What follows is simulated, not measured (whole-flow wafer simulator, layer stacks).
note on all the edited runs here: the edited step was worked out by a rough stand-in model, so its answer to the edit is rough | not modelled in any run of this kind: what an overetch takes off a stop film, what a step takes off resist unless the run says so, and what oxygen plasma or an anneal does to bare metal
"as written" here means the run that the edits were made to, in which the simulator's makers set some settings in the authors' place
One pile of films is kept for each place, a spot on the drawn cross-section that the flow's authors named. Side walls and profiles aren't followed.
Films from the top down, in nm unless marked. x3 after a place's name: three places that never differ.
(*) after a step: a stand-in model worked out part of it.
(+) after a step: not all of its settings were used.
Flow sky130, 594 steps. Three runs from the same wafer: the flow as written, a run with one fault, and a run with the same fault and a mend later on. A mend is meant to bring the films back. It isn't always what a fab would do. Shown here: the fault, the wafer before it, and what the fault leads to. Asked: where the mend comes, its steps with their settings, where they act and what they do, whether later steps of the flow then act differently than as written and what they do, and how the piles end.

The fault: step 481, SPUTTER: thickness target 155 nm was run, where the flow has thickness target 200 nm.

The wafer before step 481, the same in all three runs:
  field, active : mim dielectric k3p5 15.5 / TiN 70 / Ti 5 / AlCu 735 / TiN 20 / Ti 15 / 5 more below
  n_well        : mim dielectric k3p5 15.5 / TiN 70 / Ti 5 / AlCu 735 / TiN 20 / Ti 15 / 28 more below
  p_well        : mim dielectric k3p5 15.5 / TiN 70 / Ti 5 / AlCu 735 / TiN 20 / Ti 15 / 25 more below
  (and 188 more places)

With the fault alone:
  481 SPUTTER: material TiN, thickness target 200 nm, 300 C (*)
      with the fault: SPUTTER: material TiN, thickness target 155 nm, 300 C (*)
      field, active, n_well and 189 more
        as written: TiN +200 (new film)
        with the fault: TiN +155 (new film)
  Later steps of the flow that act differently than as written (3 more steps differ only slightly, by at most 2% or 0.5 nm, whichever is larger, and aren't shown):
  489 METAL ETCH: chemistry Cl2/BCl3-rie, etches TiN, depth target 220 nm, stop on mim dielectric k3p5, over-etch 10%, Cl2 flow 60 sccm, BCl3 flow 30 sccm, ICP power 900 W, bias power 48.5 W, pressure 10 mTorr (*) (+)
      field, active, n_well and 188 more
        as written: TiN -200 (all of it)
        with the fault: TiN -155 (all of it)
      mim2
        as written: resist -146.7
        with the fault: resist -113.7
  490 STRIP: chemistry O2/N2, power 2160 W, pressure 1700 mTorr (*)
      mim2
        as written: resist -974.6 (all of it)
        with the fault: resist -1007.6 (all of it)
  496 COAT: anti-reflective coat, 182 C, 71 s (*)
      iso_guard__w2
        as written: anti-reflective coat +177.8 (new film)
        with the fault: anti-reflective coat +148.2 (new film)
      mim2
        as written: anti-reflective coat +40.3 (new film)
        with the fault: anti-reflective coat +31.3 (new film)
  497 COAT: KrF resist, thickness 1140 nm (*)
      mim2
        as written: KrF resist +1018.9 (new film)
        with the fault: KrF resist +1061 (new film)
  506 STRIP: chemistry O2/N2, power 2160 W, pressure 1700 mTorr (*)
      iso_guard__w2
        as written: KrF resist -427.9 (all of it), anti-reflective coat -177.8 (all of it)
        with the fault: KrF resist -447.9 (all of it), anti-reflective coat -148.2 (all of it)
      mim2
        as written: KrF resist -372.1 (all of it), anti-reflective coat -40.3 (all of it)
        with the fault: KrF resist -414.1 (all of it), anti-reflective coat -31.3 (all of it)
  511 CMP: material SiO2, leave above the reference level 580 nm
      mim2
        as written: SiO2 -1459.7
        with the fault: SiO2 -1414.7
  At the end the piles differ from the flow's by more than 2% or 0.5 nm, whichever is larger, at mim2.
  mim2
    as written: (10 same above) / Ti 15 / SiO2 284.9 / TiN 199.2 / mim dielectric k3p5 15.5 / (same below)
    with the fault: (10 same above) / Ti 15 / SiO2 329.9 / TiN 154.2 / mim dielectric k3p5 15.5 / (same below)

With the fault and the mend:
  The mend comes after step 488.
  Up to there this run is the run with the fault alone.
  488a STRIP: chemistry O2/N2, power 2160 W, pressure 1700 mTorr (*)
      mim2
        resist -1121.3 (all of it)
  488b SPUTTER: material TiN, thickness target 45 nm, 300 C (*) (the flow's step 481 once more, with other settings)
      field, active, n_well and 189 more
        TiN +45
  488c HMDS: 120 C, 60 s (the flow's step 483 once more)
      changes no film at any place that is followed
  488d COAT: resist, thickness 1140 nm (the flow's step 484 once more)
      field, active, n_well and 187 more
        resist +1140 (new film)
      m1, via3_hole
        resist +1140.6 (new film)
  488e SOFTBAKE: resist (the flow's step 485 once more)
      changes no film at any place that is followed
  488f EXPOSE: photomask CAP2M, dose 177.7 mJ/cm2, NA 0.6, wavelength 365 nm (*) (the flow's step 486 once more)
      changes no film at any place that is followed
  488g PEB: resist, 70.3 s (the flow's step 487 once more)
      field, active, n_well and 189 more
        resist -18.7
  488h DEVELOP: resist, thickness 1140 nm, developer TMAH-0.26N, 60 s (the flow's step 488 once more)
      field, active, n_well and 186 more
        resist -1121.3 (all of it)
      m1, via3_hole
        resist -1121.9 (all of it)
  No later step of the flow acts differently than as written at any place that is followed.
  At the end the piles are the same as the flow's at every place that both follow.
